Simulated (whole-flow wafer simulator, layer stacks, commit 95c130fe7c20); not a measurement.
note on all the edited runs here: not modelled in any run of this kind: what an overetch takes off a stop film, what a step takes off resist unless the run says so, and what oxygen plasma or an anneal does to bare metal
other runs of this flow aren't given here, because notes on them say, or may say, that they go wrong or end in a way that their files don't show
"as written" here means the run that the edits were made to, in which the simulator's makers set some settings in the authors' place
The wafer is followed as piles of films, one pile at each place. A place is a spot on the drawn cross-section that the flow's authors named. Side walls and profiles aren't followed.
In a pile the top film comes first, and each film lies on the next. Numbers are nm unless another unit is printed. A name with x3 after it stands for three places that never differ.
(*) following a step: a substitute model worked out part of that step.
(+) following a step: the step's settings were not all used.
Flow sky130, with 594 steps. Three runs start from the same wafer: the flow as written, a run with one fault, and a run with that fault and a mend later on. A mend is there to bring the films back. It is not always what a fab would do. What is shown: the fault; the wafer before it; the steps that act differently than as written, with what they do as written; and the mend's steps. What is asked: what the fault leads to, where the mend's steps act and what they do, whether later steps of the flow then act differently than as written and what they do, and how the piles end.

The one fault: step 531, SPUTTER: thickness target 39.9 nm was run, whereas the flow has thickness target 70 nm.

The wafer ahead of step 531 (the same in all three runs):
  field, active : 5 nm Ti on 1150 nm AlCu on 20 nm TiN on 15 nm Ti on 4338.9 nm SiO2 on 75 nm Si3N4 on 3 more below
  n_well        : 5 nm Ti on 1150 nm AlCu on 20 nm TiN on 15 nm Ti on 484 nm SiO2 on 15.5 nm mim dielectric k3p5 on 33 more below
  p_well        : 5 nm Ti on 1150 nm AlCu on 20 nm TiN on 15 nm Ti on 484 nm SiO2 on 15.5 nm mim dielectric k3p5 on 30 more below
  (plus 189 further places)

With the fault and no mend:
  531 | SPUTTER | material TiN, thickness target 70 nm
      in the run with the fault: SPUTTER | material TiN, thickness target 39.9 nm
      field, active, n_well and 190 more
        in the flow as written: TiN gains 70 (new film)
        in the run with the fault: TiN gains 39.9 (new film)
  Later steps of the flow acting differently than as written (17 other steps are not shown; they differ only slightly, by no more than 2% or 0.5 nm, whichever is larger):
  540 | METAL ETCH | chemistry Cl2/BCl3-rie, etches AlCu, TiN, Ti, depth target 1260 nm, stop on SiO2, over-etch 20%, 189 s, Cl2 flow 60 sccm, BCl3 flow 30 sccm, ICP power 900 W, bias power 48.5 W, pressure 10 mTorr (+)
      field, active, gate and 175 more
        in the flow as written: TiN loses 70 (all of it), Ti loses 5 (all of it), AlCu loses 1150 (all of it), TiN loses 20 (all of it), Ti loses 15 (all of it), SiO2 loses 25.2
        in the run with the fault: TiN loses 39.9 (all of it), Ti loses 5 (all of it), AlCu loses 1150 (all of it), TiN loses 20 (all of it), Ti loses 15 (all of it), SiO2 loses 28.2
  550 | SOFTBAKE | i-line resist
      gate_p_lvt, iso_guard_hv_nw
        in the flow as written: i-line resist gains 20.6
        in the run with the fault: i-line resist gains 20
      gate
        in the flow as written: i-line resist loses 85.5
        in the run with the fault: i-line resist loses 82.5
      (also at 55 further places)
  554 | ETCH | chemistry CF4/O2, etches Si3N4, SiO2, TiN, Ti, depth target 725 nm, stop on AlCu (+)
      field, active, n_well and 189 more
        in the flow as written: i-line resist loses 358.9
        in the run with the fault: i-line resist loses 328.8
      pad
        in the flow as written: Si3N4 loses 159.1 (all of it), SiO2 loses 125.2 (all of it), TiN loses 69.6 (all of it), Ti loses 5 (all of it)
        in the run with the fault: Si3N4 loses 159.1 (all of it), SiO2 loses 125.2 (all of it), TiN loses 39.5 (all of it), Ti loses 5 (all of it)
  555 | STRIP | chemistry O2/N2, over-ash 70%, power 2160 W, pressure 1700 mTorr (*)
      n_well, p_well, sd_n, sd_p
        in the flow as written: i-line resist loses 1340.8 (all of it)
        in the run with the fault: i-line resist loses 1397.4 (all of it)
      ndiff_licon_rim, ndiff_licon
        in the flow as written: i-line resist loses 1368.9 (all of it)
        in the run with the fault: i-line resist loses 1424.7 (all of it)
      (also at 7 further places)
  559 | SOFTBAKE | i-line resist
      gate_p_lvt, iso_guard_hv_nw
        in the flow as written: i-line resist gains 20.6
        in the run with the fault: i-line resist gains 20
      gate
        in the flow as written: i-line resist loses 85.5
        in the run with the fault: i-line resist loses 82.5
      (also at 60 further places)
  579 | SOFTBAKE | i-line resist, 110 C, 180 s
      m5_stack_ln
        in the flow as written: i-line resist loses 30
        in the run with the fault: i-line resist loses 29.2
  At n_well, p_well, sd_n and 11 more, the piles at the end differ from the flow's by more than 2% or 0.5 nm, whichever is larger.
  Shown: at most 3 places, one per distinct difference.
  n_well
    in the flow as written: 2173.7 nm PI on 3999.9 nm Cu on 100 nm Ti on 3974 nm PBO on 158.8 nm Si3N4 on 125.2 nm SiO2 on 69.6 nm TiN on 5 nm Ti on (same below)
    in the run with the fault: 2177.2 nm PI on 3999.9 nm Cu on 100 nm Ti on 3995.6 nm PBO on 158.8 nm Si3N4 on 125.2 nm SiO2 on 39.5 nm TiN on 5 nm Ti on (same below)
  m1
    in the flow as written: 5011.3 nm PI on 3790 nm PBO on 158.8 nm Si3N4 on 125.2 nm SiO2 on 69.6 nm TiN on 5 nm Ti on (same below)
    in the run with the fault: 5012.8 nm PI on 3815 nm PBO on 158.8 nm Si3N4 on 125.2 nm SiO2 on 39.5 nm TiN on 5 nm Ti on (same below)
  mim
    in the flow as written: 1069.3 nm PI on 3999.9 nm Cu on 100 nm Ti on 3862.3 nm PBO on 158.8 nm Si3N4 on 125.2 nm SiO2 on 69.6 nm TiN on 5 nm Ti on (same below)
    in the run with the fault: 1072 nm PI on 3999.9 nm Cu on 100 nm Ti on 3885.6 nm PBO on 158.8 nm Si3N4 on 125.2 nm SiO2 on 39.5 nm TiN on 5 nm Ti on (same below)

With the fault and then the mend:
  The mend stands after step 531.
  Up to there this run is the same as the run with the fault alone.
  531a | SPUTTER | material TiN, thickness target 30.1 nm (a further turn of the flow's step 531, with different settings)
      field, active, n_well and 190 more
        TiN gains 30.1
  Every later step of the flow that is run acts as written at every place that is followed.
  By the end, the piles equal the flow's at every place that both follow.
